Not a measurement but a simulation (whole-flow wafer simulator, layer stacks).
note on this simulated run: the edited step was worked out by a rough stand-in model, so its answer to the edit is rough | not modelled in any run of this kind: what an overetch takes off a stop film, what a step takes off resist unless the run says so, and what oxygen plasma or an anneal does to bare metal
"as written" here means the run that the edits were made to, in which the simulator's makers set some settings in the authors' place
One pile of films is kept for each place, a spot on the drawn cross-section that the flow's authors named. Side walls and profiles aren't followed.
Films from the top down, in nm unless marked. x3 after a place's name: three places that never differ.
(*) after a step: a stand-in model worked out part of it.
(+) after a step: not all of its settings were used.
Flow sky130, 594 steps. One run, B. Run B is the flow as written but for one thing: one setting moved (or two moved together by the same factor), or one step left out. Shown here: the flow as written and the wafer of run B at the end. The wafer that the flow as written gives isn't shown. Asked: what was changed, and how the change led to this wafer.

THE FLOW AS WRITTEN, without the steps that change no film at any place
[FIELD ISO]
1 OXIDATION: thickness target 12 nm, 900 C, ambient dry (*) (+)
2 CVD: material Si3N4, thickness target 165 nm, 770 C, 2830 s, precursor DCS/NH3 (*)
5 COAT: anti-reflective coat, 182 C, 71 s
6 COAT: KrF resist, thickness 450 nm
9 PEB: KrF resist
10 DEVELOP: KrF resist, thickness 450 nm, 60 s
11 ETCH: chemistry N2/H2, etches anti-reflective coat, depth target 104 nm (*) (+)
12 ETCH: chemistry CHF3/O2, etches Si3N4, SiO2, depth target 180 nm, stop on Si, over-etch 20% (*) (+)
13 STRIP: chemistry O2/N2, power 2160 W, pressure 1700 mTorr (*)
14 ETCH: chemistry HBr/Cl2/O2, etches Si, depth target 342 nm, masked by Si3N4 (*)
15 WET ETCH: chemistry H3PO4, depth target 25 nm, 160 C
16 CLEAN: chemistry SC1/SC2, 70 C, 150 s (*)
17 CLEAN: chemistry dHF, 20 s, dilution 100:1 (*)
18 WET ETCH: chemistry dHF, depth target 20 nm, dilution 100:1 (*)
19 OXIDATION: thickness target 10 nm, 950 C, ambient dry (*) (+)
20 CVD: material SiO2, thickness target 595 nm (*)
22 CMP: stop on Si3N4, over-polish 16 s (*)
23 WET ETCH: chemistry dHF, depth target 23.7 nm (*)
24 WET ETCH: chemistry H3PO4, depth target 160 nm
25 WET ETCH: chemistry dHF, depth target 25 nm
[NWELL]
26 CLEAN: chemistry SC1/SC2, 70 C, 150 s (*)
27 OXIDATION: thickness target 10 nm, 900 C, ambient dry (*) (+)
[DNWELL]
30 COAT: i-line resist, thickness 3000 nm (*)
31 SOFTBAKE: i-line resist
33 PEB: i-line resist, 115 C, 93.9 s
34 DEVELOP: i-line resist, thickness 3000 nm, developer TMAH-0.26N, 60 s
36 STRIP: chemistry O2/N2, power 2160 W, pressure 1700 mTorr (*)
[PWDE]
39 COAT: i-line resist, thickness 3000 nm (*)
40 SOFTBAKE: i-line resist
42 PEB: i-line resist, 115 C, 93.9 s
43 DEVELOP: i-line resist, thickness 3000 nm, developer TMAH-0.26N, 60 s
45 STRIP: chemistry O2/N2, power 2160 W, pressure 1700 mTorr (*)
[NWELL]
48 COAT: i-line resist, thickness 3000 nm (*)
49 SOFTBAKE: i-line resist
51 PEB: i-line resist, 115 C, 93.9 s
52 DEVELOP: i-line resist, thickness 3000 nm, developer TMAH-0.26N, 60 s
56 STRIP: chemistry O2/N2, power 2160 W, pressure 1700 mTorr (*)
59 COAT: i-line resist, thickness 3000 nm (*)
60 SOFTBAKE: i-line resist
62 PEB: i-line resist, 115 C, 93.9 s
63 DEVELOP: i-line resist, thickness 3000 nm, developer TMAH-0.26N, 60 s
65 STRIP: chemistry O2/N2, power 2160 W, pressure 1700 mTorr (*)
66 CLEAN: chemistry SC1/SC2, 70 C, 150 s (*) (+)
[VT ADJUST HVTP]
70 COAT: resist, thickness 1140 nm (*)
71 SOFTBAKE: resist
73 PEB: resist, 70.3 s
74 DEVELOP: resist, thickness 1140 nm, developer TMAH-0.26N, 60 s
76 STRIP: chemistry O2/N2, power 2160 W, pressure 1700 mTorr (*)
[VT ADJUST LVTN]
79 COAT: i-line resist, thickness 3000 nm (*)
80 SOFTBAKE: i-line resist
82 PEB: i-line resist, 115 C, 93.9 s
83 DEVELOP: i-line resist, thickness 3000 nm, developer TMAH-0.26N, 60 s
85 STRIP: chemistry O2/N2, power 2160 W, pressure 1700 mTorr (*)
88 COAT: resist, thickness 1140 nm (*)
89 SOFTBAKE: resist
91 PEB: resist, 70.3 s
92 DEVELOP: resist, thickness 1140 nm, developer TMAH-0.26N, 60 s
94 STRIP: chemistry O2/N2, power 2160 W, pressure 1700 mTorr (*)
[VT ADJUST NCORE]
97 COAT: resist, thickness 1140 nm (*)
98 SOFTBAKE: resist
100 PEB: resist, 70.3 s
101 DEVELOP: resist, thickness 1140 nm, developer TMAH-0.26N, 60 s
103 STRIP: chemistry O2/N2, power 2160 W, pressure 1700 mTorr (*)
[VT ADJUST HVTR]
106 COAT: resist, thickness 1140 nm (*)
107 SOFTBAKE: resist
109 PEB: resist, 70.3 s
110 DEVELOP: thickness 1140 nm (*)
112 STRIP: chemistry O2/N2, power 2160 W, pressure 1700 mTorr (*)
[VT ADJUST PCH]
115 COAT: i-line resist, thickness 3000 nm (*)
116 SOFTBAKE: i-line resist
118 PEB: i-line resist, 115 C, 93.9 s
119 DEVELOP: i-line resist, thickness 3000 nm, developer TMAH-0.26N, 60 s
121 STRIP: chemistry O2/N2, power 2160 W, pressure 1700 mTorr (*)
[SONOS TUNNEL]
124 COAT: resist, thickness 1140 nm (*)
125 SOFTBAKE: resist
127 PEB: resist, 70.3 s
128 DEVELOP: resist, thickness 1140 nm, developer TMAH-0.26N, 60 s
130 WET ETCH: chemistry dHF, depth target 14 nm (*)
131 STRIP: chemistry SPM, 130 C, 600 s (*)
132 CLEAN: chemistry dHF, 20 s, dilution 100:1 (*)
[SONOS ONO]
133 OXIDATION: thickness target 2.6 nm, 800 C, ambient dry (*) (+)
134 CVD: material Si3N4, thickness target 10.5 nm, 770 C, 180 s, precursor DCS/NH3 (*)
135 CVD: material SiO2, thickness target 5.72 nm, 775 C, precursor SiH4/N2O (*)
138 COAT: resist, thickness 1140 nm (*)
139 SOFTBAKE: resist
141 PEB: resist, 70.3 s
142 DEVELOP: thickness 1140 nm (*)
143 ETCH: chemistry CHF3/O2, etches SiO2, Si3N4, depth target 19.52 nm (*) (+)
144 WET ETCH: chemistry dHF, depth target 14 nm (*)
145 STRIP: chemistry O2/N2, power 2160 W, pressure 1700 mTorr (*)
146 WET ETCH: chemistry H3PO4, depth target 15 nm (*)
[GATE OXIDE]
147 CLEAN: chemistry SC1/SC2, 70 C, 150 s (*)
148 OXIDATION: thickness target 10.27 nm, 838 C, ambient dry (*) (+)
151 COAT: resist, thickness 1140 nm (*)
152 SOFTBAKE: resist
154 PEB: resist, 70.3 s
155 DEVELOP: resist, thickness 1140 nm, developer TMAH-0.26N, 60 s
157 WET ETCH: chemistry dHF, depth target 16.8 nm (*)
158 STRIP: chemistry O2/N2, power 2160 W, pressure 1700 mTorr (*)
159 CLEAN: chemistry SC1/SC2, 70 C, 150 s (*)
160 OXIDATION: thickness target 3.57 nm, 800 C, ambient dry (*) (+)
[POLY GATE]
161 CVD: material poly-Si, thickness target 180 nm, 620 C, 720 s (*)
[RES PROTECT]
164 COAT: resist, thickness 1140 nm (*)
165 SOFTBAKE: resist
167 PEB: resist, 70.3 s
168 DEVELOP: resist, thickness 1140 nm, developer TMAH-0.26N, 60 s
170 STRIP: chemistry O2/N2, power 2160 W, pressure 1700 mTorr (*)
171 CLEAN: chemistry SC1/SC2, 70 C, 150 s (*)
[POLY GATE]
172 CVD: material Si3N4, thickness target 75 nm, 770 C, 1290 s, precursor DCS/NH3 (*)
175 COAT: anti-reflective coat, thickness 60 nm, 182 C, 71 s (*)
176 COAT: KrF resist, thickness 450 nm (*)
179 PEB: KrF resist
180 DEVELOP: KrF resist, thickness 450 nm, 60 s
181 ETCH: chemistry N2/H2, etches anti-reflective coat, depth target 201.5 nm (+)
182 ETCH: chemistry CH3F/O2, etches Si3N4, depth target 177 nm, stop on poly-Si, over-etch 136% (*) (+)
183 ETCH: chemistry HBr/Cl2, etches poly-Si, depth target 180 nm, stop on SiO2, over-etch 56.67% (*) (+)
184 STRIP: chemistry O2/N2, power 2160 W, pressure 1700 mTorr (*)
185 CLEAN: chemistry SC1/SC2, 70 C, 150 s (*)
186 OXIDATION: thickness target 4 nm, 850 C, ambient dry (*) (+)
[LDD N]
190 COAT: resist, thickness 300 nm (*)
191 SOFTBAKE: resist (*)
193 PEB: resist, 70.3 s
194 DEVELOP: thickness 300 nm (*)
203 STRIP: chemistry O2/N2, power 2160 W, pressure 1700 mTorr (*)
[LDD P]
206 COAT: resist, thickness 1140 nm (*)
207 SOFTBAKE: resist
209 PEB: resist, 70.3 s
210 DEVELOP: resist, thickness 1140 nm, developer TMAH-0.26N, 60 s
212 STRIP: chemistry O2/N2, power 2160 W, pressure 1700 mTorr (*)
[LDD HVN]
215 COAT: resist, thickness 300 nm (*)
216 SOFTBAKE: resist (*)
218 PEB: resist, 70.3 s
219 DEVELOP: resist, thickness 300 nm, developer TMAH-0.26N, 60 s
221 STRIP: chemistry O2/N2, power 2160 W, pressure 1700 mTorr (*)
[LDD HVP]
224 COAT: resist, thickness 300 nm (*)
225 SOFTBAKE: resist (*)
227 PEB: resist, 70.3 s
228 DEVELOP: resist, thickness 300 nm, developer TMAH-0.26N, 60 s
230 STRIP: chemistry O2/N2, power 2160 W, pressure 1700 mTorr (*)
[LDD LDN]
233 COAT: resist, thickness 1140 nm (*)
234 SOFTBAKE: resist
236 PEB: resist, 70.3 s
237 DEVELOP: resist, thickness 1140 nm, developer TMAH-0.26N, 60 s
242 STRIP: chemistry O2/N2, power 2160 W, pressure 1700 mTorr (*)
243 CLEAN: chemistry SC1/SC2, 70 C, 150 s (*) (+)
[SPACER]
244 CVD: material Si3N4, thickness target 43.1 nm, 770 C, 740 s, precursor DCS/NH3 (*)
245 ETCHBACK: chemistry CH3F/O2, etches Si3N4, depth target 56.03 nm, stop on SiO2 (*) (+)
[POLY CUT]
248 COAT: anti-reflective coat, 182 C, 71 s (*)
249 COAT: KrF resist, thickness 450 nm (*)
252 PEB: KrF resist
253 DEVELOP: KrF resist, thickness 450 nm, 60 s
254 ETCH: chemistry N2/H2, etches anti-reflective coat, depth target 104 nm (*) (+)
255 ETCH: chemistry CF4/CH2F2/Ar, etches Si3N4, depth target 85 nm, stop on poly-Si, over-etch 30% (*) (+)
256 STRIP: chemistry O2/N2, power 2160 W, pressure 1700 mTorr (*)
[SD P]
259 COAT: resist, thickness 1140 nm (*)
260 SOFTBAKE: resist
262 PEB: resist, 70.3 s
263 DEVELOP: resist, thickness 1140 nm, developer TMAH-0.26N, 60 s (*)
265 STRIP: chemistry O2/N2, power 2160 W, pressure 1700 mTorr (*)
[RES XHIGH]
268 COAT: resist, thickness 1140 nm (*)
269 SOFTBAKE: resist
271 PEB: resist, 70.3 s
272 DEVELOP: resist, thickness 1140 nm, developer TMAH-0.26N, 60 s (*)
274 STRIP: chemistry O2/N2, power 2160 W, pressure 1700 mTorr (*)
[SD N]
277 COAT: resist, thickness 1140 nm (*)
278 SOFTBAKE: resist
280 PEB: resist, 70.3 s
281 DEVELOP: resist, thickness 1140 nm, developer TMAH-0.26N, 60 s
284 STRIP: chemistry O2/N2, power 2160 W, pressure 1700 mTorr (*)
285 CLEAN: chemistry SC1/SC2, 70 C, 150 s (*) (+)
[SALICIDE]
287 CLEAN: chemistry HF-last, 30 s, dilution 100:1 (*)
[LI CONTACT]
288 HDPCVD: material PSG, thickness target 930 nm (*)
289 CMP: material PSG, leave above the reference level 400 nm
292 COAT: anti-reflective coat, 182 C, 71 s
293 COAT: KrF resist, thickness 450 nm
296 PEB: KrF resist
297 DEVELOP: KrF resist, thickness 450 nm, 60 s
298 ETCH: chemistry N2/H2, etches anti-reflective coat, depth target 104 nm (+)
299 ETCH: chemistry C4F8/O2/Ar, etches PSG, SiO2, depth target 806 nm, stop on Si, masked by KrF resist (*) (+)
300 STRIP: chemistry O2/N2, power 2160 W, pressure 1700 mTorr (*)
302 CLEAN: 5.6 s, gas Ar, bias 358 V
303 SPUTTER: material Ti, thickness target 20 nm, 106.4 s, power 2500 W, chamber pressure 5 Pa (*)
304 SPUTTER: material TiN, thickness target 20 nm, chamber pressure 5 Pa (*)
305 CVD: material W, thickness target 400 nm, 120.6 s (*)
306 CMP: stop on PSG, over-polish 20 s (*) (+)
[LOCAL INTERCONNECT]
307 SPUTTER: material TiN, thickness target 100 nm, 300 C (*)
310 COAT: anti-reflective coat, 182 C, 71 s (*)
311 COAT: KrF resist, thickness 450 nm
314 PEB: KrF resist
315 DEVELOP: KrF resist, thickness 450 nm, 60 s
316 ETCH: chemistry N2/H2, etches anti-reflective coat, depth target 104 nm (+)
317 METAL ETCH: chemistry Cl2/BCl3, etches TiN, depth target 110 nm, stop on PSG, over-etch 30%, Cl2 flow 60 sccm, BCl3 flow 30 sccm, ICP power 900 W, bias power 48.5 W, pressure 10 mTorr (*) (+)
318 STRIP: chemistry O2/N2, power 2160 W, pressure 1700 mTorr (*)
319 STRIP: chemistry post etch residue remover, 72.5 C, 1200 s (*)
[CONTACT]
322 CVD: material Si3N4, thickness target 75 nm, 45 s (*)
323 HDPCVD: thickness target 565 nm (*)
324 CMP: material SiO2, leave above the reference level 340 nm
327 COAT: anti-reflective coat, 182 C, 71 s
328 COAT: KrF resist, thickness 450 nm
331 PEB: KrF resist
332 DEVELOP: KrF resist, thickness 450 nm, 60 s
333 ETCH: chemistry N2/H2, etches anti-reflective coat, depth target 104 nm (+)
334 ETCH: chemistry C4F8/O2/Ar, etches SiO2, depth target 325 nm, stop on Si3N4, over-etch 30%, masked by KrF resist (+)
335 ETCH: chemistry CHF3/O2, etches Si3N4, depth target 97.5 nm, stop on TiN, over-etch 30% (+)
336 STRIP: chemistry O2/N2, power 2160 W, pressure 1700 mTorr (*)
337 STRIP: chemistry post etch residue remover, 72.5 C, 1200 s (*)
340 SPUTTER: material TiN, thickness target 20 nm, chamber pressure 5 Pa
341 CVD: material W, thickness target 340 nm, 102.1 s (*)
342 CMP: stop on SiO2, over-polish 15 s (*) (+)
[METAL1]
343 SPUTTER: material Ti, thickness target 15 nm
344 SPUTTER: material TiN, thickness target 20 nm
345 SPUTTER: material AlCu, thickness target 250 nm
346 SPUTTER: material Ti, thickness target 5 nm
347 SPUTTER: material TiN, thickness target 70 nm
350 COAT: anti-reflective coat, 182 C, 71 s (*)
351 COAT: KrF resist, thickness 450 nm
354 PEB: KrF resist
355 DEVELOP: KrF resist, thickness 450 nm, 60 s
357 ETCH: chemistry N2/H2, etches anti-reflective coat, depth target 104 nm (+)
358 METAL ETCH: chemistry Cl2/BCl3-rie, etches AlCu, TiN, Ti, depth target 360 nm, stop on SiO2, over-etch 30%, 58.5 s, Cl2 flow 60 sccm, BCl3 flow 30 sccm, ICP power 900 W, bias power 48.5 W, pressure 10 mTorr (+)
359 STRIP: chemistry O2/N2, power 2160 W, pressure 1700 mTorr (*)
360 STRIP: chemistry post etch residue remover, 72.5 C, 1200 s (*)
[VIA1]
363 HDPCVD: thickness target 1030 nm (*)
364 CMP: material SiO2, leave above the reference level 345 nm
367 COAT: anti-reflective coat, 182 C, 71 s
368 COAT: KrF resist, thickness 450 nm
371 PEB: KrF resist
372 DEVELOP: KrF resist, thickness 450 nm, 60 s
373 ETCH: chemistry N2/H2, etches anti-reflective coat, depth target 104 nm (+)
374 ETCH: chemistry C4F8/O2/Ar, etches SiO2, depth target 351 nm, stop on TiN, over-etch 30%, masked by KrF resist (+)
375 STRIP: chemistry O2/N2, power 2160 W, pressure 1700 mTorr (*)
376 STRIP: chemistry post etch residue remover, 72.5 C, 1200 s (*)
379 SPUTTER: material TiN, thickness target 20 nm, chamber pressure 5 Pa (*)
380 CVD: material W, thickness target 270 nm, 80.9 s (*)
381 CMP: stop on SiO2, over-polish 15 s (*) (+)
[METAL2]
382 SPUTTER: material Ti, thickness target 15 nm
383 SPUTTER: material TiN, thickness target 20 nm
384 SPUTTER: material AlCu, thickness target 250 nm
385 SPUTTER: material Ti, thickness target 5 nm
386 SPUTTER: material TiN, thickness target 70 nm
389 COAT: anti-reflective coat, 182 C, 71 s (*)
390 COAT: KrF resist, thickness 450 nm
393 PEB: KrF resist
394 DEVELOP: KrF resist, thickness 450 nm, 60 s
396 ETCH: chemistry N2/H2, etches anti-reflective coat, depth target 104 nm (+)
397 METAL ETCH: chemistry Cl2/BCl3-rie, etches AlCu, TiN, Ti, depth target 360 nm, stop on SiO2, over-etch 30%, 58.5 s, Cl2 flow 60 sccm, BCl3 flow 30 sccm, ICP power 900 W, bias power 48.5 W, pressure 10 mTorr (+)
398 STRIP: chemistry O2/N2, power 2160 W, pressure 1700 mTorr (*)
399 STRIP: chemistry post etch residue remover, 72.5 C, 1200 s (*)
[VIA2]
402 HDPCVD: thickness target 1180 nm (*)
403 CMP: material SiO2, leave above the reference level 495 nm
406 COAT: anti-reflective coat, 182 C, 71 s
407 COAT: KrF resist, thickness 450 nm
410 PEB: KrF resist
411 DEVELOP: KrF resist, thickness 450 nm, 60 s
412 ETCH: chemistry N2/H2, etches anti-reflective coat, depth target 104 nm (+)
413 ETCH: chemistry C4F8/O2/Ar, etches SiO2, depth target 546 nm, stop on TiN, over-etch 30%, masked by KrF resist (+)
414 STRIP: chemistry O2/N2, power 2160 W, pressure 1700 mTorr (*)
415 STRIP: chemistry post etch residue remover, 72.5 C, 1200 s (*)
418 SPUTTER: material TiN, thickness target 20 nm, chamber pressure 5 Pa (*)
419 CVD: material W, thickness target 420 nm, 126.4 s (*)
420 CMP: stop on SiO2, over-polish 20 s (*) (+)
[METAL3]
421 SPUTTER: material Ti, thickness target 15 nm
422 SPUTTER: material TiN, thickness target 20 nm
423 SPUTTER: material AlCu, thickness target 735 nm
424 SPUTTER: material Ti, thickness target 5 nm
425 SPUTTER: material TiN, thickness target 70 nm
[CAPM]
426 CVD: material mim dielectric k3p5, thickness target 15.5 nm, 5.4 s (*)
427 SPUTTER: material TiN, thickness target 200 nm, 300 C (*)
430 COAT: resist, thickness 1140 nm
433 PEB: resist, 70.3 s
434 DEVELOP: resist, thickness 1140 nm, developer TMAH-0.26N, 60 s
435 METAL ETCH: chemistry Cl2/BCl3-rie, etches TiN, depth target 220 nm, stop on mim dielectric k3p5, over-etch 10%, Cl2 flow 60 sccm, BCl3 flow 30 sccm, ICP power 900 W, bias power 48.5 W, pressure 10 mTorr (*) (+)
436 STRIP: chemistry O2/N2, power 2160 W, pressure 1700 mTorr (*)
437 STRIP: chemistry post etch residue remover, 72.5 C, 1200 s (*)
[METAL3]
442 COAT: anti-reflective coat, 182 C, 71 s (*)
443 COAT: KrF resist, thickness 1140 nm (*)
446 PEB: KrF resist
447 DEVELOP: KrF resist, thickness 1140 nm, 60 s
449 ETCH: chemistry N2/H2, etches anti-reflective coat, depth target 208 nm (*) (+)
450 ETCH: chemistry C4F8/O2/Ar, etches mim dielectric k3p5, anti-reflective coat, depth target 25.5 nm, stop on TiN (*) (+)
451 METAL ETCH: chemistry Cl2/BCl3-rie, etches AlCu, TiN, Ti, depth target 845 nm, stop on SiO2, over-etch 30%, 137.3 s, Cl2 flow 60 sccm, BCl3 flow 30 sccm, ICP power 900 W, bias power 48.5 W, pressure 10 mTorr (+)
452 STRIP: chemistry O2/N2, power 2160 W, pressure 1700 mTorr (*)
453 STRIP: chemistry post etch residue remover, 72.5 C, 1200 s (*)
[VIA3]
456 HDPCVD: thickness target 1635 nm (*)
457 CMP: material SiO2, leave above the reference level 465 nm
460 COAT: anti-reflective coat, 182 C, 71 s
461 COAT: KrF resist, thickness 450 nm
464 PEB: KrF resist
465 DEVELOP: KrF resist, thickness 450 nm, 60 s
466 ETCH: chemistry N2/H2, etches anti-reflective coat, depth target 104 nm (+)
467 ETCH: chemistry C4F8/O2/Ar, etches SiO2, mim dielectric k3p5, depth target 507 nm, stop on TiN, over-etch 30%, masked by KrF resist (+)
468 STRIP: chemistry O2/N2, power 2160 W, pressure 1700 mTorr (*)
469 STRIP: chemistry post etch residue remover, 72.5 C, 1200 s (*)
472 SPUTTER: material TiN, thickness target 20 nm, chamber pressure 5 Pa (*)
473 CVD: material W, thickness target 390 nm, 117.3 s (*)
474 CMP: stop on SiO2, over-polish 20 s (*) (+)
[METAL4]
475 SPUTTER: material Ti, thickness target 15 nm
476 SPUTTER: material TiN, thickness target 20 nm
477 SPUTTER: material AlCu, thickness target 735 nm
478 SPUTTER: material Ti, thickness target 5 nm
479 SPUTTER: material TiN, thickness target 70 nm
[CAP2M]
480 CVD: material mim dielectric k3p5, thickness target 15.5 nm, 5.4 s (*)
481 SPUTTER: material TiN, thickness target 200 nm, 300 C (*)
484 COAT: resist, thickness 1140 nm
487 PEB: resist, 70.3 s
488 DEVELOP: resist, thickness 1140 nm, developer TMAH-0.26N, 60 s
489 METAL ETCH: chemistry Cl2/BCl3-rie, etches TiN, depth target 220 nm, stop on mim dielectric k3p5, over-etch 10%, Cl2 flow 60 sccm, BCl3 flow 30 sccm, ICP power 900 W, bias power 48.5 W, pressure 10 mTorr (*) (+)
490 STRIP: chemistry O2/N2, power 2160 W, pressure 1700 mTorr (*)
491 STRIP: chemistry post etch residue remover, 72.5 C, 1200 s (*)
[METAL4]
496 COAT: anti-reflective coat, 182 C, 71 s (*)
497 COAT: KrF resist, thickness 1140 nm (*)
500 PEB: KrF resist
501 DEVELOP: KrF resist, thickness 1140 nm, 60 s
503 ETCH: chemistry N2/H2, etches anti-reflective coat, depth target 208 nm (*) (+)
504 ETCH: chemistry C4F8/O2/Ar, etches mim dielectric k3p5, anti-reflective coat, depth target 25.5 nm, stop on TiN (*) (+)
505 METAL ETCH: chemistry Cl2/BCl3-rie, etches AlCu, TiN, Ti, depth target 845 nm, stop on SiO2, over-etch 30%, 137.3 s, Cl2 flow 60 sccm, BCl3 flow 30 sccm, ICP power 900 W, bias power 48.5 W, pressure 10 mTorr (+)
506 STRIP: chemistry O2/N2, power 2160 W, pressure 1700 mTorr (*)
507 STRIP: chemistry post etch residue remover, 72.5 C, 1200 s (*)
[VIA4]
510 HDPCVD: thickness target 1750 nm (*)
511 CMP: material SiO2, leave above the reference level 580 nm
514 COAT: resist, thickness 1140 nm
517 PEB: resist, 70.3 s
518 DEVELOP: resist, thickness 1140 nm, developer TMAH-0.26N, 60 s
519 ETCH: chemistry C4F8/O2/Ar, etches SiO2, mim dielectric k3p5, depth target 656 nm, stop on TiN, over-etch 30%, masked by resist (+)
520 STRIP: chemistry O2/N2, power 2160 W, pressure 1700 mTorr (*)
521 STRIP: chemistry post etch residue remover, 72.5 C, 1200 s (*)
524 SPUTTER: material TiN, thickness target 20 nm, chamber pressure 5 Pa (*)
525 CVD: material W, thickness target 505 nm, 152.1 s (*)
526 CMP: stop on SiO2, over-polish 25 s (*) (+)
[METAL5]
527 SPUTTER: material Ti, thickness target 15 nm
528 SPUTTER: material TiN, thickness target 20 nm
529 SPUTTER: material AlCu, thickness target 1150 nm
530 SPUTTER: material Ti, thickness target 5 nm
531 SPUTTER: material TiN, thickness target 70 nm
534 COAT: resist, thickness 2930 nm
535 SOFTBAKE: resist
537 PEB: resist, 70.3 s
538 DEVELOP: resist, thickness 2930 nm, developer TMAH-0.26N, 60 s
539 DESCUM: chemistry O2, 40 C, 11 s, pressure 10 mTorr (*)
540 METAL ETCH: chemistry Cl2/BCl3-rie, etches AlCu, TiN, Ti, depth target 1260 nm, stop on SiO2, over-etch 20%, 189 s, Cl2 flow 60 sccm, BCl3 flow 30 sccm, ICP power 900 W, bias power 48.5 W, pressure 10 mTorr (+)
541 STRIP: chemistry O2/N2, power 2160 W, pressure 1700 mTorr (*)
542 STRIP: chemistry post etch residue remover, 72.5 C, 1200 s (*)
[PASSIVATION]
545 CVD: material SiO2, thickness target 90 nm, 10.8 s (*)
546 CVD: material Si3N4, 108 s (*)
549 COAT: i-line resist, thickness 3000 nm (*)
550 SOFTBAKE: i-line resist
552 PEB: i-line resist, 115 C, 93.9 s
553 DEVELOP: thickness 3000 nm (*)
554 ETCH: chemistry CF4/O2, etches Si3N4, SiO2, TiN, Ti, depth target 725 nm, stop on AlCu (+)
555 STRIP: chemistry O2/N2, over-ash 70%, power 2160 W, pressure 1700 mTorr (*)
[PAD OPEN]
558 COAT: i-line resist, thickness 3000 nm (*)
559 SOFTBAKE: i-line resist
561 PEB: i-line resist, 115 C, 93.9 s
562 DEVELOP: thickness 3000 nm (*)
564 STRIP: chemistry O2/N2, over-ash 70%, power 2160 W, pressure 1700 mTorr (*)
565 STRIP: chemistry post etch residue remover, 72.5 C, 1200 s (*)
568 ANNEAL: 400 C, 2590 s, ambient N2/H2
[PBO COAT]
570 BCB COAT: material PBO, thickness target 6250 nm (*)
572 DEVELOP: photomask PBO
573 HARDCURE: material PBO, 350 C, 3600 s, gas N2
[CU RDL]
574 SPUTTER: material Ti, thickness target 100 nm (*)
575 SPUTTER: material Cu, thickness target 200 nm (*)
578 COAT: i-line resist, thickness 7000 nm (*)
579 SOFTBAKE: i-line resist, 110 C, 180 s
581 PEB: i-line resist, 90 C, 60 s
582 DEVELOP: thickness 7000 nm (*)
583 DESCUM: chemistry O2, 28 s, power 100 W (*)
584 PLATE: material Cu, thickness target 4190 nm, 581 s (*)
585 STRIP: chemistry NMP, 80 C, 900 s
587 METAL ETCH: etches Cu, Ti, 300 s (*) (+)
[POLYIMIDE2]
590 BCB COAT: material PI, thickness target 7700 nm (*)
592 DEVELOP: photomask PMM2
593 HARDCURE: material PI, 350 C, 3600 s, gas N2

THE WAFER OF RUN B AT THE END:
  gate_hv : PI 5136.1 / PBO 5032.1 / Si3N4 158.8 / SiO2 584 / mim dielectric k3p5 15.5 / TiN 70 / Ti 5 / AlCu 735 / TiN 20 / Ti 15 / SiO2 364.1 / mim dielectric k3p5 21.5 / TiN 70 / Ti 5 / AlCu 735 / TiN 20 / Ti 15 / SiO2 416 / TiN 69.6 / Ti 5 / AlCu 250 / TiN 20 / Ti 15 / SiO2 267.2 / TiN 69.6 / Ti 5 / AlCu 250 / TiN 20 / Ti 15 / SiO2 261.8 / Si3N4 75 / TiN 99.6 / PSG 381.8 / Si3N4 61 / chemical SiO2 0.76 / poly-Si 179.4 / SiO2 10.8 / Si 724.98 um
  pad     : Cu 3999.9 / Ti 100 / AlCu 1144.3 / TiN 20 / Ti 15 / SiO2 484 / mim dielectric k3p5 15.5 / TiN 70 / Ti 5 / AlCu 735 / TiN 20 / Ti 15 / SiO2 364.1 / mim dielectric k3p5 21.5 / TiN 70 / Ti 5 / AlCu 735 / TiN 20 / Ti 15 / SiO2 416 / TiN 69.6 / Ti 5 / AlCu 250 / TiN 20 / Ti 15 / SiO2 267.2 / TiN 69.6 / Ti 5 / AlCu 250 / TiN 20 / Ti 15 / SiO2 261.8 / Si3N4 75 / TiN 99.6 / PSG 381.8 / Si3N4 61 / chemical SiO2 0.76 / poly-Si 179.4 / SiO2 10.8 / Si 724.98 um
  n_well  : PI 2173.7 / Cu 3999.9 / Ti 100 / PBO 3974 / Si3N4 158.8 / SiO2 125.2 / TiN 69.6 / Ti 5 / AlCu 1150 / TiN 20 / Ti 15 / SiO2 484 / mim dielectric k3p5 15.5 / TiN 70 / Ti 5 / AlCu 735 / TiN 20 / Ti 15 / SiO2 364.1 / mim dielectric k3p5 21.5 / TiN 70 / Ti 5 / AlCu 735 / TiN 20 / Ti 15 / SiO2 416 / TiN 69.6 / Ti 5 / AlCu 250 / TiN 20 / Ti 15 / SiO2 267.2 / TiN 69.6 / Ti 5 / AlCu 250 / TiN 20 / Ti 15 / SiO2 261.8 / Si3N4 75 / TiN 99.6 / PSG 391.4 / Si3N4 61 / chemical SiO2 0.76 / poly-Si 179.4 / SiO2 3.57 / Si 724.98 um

The cause: step 426, CVD: thickness target 21.5 nm was run, where the flow has thickness target 15.5 nm; step 426, CVD: 7.51 s was run, where the flow has 5.4 s.
It can be read off the wafer: gate_hv has mim dielectric k3p5 21.5, and step 426 as written asks for 15.5 nm.

How the change led to this, step by step:
  426 CVD: material mim dielectric k3p5, thickness target 15.5 nm, 5.4 s (*)
      field, active, n_well and 188 more: mim dielectric k3p5 +21.5 (new film) (as written it would be: mim dielectric k3p5 +15.5 (new film))
  450 ETCH: chemistry C4F8/O2/Ar, etches mim dielectric k3p5, anti-reflective coat, depth target 25.5 nm, stop on TiN (*) (+)
      n_well, p_well, gate_hv and 104 more: KrF resist -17 (as written it would be: KrF resist -15.5)
      field, active, gate and 82 more: mim dielectric k3p5 -21.5 (all of it) (as written it would be: mim dielectric k3p5 -15.5 (all of it))
  467 ETCH: chemistry C4F8/O2/Ar, etches SiO2, mim dielectric k3p5, depth target 507 nm, stop on TiN, over-etch 30%, masked by KrF resist (+)
      m1: SiO2 -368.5 (all of it), mim dielectric k3p5 -21.5 (all of it) (as written it would be: SiO2 -374.5 (all of it), mim dielectric k3p5 -15.5 (all of it))
      via3_hole: SiO2 -367.9 (all of it), mim dielectric k3p5 -21.5 (all of it) (as written it would be: SiO2 -373.9 (all of it), mim dielectric k3p5 -15.5 (all of it))
